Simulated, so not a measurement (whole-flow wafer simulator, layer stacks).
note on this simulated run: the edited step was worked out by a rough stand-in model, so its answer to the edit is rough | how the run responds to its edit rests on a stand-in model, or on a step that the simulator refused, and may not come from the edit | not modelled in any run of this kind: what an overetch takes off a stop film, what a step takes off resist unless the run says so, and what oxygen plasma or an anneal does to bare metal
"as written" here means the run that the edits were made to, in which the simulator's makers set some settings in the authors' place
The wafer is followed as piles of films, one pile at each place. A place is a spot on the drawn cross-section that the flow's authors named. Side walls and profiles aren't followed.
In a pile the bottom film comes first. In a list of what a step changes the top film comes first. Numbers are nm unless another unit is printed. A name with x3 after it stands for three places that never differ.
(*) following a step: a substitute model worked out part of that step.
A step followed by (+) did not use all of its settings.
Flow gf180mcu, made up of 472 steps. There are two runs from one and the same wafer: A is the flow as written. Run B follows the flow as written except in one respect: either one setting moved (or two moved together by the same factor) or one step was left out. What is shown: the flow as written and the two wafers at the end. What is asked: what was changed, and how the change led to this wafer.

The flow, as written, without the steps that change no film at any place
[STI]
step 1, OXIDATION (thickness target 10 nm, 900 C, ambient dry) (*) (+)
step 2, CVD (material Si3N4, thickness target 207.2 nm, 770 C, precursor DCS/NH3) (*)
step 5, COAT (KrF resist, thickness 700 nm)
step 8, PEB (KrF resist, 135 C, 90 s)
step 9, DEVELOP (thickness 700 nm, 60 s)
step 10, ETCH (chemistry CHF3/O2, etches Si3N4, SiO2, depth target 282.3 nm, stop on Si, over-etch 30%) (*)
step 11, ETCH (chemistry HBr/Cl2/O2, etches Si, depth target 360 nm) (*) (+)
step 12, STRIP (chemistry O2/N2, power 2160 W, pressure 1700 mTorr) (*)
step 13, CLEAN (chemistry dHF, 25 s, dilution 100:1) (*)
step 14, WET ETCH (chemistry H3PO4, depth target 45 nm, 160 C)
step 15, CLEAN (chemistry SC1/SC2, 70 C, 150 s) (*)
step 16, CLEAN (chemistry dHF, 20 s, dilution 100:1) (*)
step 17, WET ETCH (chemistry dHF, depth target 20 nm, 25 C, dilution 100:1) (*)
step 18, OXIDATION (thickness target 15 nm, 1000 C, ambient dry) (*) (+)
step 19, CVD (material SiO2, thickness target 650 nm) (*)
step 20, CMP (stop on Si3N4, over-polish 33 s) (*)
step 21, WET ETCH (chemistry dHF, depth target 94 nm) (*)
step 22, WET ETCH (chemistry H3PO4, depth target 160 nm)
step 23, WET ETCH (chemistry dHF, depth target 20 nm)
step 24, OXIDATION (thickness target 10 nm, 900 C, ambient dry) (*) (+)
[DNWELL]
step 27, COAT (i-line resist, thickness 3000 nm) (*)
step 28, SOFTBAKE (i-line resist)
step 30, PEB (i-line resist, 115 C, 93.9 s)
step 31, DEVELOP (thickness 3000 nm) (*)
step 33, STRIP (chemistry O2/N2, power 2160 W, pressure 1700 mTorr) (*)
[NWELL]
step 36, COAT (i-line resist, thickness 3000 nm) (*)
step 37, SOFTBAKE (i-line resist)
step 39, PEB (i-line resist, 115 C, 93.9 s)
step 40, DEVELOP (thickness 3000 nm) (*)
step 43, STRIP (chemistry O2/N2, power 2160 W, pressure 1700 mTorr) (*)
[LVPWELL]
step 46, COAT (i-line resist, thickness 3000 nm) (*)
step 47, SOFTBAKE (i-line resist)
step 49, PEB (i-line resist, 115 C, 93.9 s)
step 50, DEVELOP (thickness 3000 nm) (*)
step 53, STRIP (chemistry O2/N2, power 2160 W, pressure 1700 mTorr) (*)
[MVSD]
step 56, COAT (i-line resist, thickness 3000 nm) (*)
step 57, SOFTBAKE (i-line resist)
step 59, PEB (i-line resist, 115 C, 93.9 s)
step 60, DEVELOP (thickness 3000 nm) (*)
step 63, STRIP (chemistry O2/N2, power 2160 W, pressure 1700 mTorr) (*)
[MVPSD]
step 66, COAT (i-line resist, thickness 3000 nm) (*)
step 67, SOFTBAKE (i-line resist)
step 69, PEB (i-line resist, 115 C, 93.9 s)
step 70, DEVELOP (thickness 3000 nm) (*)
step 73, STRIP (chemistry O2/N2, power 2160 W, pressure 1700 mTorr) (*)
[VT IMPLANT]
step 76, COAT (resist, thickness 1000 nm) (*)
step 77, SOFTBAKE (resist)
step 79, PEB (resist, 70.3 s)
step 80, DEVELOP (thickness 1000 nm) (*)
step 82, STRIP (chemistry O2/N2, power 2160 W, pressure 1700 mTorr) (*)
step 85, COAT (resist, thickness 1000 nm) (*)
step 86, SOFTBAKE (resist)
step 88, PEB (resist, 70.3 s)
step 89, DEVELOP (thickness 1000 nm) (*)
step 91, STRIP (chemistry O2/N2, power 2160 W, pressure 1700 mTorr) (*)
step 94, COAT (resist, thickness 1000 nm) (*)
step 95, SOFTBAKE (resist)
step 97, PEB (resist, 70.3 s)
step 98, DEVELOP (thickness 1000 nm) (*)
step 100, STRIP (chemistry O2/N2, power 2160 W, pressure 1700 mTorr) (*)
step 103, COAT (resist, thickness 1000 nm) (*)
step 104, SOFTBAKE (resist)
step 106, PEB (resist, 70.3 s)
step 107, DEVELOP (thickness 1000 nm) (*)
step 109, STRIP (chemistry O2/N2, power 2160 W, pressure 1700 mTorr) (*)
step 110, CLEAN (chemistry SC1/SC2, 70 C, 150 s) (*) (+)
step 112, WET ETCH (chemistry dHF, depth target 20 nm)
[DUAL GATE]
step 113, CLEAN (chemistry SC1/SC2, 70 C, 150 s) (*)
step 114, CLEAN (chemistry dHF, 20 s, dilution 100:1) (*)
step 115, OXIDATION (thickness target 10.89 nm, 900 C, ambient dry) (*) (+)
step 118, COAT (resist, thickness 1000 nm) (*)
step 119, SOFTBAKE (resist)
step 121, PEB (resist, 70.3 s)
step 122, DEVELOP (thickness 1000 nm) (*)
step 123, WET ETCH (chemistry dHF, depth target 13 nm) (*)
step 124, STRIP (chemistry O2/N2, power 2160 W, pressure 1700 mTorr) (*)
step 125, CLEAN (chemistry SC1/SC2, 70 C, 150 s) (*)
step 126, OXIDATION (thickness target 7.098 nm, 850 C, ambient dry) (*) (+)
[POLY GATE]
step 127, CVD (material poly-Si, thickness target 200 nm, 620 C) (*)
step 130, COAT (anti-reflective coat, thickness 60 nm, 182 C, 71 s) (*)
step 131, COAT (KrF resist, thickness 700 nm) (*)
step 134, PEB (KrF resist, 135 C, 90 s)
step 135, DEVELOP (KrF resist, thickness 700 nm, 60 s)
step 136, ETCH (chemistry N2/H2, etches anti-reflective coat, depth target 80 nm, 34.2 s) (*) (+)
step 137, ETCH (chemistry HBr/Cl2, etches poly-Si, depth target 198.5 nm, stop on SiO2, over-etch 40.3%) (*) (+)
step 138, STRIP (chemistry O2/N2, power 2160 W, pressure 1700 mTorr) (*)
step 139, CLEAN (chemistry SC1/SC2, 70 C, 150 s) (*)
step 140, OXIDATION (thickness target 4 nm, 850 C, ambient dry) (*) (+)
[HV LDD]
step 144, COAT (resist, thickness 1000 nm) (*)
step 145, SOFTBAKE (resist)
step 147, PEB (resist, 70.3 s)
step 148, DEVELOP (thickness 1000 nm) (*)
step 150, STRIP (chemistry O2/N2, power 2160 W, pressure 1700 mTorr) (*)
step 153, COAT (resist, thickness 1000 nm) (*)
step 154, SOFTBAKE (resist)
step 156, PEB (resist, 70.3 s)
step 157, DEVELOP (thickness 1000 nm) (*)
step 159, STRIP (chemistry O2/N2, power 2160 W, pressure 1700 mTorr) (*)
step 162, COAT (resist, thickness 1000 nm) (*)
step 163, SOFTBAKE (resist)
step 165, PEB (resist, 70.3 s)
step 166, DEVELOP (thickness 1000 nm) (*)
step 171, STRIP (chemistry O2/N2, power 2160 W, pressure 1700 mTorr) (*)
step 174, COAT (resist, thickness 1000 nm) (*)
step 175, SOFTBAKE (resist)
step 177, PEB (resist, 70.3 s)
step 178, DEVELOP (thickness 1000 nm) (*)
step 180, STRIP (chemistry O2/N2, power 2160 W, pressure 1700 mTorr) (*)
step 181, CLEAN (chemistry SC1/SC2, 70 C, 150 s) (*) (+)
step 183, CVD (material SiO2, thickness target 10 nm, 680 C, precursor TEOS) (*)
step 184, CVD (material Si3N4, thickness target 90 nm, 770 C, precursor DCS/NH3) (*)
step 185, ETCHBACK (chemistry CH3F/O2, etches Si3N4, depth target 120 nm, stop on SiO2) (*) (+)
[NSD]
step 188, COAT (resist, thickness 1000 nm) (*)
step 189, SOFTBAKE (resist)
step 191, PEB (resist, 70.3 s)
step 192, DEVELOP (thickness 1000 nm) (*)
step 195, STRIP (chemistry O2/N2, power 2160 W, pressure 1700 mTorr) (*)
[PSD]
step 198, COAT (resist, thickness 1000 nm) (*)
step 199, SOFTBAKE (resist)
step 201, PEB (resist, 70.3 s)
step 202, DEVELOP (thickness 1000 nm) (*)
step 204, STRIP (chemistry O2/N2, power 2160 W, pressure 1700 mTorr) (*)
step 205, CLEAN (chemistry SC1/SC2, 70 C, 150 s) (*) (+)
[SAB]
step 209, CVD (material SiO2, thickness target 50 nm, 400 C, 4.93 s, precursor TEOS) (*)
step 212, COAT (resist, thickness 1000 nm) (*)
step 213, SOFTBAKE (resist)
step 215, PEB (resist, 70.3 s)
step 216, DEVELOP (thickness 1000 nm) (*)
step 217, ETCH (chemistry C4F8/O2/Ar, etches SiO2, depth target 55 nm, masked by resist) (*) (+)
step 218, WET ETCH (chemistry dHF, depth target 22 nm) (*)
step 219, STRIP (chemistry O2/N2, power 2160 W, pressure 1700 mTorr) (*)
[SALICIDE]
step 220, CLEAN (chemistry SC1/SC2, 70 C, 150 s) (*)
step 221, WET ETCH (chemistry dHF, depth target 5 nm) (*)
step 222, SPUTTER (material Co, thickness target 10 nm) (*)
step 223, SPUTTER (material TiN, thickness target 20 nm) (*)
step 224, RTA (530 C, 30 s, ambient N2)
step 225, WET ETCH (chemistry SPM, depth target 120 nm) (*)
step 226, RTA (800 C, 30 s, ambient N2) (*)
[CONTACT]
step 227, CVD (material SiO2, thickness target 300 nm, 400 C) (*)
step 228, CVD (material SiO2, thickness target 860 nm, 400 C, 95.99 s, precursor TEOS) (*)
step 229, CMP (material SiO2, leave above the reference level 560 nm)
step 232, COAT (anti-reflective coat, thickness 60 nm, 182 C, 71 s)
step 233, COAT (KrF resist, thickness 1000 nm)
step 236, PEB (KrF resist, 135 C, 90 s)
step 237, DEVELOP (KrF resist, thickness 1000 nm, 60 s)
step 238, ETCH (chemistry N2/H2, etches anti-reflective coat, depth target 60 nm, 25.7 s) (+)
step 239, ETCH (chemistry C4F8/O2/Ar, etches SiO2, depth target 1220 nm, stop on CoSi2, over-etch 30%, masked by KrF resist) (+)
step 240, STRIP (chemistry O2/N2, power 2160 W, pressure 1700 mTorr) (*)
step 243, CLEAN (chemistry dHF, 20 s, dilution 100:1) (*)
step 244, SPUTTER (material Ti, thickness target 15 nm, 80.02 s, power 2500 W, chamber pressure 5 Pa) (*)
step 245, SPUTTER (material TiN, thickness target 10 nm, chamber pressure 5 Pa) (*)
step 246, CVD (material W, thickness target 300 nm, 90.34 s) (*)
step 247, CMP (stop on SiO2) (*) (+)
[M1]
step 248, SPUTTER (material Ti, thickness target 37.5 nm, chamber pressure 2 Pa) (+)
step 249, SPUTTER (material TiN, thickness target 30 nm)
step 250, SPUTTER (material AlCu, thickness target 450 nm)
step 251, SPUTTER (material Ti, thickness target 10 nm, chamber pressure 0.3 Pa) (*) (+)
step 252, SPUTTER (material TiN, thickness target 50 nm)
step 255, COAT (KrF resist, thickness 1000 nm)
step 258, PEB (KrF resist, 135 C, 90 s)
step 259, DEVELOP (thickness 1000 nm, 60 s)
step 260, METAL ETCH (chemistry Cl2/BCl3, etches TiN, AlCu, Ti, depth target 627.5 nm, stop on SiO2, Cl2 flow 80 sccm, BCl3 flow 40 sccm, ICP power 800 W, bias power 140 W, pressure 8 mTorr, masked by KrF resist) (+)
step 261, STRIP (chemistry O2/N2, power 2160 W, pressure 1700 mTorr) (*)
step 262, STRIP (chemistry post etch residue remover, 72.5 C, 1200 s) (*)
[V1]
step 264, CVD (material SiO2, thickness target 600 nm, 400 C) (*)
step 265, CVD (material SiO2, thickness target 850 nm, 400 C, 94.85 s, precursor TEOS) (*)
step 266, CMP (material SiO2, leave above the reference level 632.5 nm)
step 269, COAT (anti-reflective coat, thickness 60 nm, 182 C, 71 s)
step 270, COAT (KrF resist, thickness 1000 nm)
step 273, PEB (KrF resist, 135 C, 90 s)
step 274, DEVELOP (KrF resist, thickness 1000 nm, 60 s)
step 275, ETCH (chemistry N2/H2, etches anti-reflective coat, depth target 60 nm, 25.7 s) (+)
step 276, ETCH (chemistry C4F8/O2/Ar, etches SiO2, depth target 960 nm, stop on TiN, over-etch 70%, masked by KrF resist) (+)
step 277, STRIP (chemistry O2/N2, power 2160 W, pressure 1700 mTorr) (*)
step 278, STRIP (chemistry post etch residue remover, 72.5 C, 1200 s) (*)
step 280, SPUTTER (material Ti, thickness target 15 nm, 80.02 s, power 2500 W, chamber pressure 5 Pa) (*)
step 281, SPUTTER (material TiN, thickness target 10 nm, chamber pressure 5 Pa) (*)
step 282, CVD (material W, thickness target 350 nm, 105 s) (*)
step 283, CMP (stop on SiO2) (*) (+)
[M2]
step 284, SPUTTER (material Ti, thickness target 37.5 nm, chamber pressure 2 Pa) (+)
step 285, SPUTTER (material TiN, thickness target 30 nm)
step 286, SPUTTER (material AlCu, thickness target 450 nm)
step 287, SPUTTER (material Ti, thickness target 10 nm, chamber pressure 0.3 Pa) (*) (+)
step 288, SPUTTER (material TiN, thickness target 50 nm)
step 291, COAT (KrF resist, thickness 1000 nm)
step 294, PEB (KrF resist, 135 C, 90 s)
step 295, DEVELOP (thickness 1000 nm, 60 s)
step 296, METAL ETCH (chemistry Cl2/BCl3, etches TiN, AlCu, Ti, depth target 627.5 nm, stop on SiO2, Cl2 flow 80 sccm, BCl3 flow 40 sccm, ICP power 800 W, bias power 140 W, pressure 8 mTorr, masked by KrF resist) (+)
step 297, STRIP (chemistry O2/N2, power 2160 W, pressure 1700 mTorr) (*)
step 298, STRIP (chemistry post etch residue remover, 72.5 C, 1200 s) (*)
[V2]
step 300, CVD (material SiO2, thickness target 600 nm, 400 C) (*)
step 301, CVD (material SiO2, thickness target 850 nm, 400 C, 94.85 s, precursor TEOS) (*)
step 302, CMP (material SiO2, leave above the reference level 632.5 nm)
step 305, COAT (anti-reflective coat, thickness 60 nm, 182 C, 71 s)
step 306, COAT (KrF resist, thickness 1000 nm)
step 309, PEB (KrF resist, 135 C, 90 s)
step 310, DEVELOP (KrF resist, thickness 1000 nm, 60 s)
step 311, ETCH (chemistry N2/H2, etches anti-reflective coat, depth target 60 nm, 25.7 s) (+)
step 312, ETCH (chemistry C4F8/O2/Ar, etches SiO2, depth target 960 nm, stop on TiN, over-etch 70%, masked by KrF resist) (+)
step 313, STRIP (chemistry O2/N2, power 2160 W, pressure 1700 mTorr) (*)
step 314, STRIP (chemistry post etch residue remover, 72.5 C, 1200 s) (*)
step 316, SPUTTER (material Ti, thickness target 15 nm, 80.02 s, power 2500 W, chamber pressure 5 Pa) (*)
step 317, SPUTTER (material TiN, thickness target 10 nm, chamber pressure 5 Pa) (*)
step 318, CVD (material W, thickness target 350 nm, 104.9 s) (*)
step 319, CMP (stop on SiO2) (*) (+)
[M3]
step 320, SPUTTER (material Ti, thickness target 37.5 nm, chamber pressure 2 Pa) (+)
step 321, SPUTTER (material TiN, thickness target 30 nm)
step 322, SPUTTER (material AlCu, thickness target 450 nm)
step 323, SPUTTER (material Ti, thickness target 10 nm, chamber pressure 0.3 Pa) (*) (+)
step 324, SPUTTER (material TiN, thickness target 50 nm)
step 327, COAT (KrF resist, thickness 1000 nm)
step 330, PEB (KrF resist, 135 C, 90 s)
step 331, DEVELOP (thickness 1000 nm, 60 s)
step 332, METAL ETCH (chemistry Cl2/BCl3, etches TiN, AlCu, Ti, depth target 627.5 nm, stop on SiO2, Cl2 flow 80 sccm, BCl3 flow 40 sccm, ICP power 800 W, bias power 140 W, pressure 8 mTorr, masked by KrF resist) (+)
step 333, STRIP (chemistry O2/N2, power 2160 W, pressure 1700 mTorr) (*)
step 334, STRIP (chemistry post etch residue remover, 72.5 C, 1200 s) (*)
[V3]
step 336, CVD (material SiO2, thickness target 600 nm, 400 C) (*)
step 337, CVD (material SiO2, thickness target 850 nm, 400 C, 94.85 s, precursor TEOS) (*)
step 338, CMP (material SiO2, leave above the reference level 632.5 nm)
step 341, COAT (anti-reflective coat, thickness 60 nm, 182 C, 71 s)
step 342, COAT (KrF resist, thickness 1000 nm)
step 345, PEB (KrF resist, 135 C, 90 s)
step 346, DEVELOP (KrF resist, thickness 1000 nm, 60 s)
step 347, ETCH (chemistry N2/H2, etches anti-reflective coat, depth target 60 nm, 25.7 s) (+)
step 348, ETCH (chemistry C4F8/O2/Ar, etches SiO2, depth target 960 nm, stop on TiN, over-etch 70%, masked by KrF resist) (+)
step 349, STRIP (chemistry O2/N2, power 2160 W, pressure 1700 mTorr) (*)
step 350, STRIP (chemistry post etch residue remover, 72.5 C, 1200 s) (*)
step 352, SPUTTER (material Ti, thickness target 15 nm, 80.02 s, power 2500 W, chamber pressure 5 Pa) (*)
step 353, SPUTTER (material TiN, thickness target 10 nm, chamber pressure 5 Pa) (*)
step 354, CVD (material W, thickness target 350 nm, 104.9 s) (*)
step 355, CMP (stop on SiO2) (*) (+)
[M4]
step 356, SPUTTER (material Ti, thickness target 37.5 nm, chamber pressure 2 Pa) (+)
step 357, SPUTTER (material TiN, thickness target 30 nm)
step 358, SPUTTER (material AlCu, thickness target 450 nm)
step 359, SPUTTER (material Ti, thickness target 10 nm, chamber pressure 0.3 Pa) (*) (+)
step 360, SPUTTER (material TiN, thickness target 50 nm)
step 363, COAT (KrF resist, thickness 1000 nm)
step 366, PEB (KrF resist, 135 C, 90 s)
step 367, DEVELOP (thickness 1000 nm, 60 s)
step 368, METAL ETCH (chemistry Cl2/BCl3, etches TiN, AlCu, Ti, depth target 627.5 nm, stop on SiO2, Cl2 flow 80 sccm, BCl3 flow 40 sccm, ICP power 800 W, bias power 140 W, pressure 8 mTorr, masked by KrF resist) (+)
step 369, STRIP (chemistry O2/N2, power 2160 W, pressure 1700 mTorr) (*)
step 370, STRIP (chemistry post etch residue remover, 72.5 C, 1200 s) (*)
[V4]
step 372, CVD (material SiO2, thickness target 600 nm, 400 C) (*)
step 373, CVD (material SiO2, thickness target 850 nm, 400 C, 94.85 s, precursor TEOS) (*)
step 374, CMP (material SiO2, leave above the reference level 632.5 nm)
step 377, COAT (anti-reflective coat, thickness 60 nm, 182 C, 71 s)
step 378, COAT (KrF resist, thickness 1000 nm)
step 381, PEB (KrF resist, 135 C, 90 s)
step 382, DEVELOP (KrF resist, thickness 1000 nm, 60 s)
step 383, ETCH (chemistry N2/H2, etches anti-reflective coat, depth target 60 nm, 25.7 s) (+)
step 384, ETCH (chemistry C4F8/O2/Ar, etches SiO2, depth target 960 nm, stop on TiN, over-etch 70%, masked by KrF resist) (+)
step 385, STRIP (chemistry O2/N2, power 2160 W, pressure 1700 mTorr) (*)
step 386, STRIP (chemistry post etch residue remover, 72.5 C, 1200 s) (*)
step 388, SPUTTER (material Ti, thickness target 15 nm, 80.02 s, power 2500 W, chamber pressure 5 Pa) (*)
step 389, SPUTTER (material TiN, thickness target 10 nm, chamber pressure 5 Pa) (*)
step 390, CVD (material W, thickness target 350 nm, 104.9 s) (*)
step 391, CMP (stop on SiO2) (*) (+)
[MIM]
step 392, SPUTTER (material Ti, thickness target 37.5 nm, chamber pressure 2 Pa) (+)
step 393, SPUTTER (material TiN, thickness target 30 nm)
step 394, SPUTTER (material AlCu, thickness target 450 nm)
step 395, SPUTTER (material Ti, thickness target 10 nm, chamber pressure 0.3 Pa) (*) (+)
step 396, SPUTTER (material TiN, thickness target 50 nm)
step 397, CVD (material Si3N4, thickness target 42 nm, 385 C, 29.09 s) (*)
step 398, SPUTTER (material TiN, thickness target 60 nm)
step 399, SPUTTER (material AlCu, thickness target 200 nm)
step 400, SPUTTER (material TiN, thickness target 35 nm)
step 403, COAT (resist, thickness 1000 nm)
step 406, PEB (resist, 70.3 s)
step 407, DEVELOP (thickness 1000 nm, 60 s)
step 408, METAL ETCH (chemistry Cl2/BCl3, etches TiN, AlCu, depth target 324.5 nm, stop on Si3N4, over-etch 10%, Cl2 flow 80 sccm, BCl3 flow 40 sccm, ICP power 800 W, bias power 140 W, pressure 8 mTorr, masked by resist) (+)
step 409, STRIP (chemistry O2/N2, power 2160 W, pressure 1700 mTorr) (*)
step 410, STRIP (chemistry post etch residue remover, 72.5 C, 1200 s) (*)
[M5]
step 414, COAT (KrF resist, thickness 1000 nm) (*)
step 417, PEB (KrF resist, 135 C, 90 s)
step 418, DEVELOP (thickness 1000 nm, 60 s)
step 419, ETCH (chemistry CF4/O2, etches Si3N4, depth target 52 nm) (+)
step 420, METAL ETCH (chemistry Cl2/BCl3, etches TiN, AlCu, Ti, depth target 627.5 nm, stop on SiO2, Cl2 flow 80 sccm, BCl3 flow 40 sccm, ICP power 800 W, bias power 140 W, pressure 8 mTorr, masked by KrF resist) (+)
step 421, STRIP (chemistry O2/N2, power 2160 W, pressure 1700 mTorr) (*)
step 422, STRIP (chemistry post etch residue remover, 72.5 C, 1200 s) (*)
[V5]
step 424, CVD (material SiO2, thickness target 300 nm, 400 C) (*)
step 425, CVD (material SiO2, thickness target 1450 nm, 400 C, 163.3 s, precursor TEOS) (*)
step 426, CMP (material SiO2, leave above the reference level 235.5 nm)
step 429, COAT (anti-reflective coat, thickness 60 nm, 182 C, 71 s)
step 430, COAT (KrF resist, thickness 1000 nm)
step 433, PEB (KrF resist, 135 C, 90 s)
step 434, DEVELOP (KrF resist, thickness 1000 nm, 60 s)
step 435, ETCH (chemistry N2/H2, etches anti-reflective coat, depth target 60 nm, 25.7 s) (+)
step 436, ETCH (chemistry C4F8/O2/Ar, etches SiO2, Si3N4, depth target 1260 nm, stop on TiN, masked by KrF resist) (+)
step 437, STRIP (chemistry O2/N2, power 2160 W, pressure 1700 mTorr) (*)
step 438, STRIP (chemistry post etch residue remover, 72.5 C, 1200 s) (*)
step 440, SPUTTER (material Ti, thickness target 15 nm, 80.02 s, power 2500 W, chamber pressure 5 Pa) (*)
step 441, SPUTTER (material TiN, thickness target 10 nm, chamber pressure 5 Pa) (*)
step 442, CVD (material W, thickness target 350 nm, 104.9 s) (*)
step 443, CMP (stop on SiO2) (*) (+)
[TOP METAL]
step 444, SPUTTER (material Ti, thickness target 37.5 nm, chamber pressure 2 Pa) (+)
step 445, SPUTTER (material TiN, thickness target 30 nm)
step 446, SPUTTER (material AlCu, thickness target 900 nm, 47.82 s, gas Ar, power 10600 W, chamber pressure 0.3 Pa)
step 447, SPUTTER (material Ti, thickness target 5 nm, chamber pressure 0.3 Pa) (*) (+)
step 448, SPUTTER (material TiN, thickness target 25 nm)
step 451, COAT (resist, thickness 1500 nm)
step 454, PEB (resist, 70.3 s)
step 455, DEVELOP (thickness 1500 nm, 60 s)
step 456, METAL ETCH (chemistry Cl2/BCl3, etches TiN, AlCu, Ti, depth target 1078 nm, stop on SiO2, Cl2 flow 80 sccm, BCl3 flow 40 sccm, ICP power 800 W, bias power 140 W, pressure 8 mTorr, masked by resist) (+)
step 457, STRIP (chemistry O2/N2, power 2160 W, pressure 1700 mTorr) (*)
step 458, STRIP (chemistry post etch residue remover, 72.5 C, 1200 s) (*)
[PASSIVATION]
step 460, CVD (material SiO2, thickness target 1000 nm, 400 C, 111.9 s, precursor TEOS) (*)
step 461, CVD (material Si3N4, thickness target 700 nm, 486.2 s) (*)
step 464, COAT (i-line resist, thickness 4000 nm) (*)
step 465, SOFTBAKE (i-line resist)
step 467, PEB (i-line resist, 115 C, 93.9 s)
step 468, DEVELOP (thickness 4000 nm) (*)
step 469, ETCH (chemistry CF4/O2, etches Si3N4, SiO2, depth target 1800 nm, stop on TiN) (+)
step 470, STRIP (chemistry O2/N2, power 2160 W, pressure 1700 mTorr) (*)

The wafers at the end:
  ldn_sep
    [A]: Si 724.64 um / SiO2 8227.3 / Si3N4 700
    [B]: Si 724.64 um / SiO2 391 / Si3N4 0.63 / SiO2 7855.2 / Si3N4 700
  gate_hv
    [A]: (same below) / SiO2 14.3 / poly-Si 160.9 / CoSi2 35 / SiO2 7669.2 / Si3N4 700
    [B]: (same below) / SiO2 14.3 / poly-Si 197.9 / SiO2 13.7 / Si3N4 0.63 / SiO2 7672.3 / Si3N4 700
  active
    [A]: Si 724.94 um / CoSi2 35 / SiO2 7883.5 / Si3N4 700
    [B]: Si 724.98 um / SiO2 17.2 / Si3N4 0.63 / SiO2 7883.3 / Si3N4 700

What caused this: step 185, ETCHBACK: depth target 85.2 nm was run, though the flow has depth target 120 nm.

How this came from the change, step by step:
  step 185, ETCHBACK (chemistry CH3F/O2, etches Si3N4, depth target 120 nm, stop on SiO2) (*) (+)
      field, field__w1, field__w2 and 100 more: A Si3N4 loses 90 (all of it), SiO2 loses 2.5 | B Si3N4 loses 85.2
  step 189, SOFTBAKE (resist)
      field__w9: A resist gains 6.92 | B resist loses 3.14
      nw_enc_fld_lv: A resist gains 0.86 | B resist gains 5.57
  step 199, SOFTBAKE (resist)
      field__w9: A resist gains 6.92 | B resist loses 3.14
      nw_enc_fld_lv: A resist gains 0.86 | B resist gains 5.57
  step 205, CLEAN (chemistry SC1/SC2, 70 C, 150 s) (*) (+)
      field, field__w1, field__w2 and 105 more: A SiO2 loses 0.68 | B Si3N4 loses 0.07
  step 209, CVD (material SiO2, thickness target 50 nm, 400 C, 4.93 s, precursor TEOS) (*)
      field, field__w7, field__w8 and 73 more: A SiO2 gains 50 | B SiO2 gains 50 (new film)
      field_sub__w1, field_sub__w3, field_sub__w4, field_sub__w5, ld_drift_n: A SiO2 gains 48.9 | B SiO2 gains 48.8 (new film)
      (and at 27 other places as well)
  step 217, ETCH (chemistry C4F8/O2/Ar, etches SiO2, depth target 55 nm, masked by resist) (*) (+)
      field, field__w7, field__w8 and 70 more: A SiO2 loses 55 | B SiO2 loses 50 (all of it), Si3N4 loses 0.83
      field_sub__w1, field_sub__w3, field_sub__w4, field_sub__w5, ld_drift_n: A SiO2 loses 55 | B SiO2 loses 48.8 (all of it), Si3N4 loses 1.03
      (and at 21 other places as well)
  step 218, WET ETCH (chemistry dHF, depth target 22 nm) (*)
      gate, gate_hv, gate_p and 23 more: A SiO2 loses 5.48 (all of it) | B Si3N4 loses 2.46
      field, field__w10, sti and 14 more: A SiO2 loses 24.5 | B Si3N4 loses 2.46
      (and at 56 other places as well)
  step 219, STRIP (chemistry O2/N2, power 2160 W, pressure 1700 mTorr) (*)
      gate, gate_hv, gate_p and 23 more: A chemical SiO2 gains 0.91 (new film), poly-Si loses 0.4 | B nothing
      active, p_well, sd_n and 20 more: A chemical SiO2 gains 0.91 (new film), Si loses 0.4 | B nothing
  step 220, CLEAN (chemistry SC1/SC2, 70 C, 150 s) (*)
      field, field__w1, field__w2 and 47 more: A SiO2 loses 0.68 | B Si3N4 loses 0.07
  step 221, WET ETCH (chemistry dHF, depth target 5 nm) (*)
      active, p_well, gate and 44 more: A chemical SiO2 loses 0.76 (all of it) | B Si3N4 loses 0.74
      field, field__w1, field__w10 and 20 more: A SiO2 loses 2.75 | B Si3N4 loses 0.74
      (and at 29 other places as well)
  step 222, SPUTTER (material Co, thickness target 10 nm) (*)
      ld_drift_p: A Co gains 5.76 (new film) | B Co gains 6.27 (new film)
  step 224, RTA (530 C, 30 s, ambient N2)
      gate, gate_hv, gate_p and 22 more: A under 1 film: CoSi gains 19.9 (new film), Co loses 10 (all of it), poly-Si loses 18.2 | B nothing
      active, p_well, sd_n and 11 more: A under 1 film: CoSi gains 19.9 (new film), Co loses 10 (all of it), Si loses 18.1 | B nothing
      (and at 10 other places as well)
  step 225, WET ETCH (chemistry SPM, depth target 120 nm) (*)
      active, p_well, gate and 36 more: A TiN loses 20 (all of it) | B TiN loses 20 (all of it), Co loses 10 (all of it)
      sd_p: A TiN loses 17.9 (all of it) | B TiN loses 18.3 (all of it), Co loses 9.25 (all of it)
      (and at 10 other places as well)
  step 226, RTA (800 C, 30 s, ambient N2) (*)
      gate, gate_hv, gate_p and 22 more: A CoSi2 gains 35 (new film), CoSi loses 19.9 (all of it), poly-Si loses 18.2 | B nothing
      active, p_well, sd_n and 11 more: A CoSi2 gains 35 (new film), CoSi loses 19.9 (all of it), Si loses 18.1 | B nothing
      (and at 10 other places as well)
  step 227, CVD (material SiO2, thickness target 300 nm, 400 C) (*)
      field, field__w1, field__w6 and 42 more: A SiO2 gains 300 | B SiO2 gains 300 (new film)
      ld_sd_n, ld_drn_p: A SiO2 gains 300 (new film) | B SiO2 gains 300
  step 228, CVD (material SiO2, thickness target 860 nm, 400 C, 95.99 s, precursor TEOS) (*)
      ld_drift_p: A SiO2 gains 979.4 | B SiO2 gains 958.8
  ... 5 further steps ...
  step 471, ANNEAL (400 C, 1800 s, ambient N2/H2)
      polyc_n, polyc_p: A nothing | B under 9 films: void gains 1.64 (new film), Ti loses 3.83, TiSi first gains 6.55 (new film), poly-Si loses 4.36
      contact: A nothing | B under 49 films: void gains 1.62 (new film), Ti loses 3.83, TiSi first gains 6.55 (new film), Si loses 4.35
Taking metal films that touch as one body, gate_hv has 0 bodies; the flow as written gives 1 body.
Taking metal films that touch as one body, active has 0 bodies; the flow as written gives 1 body.
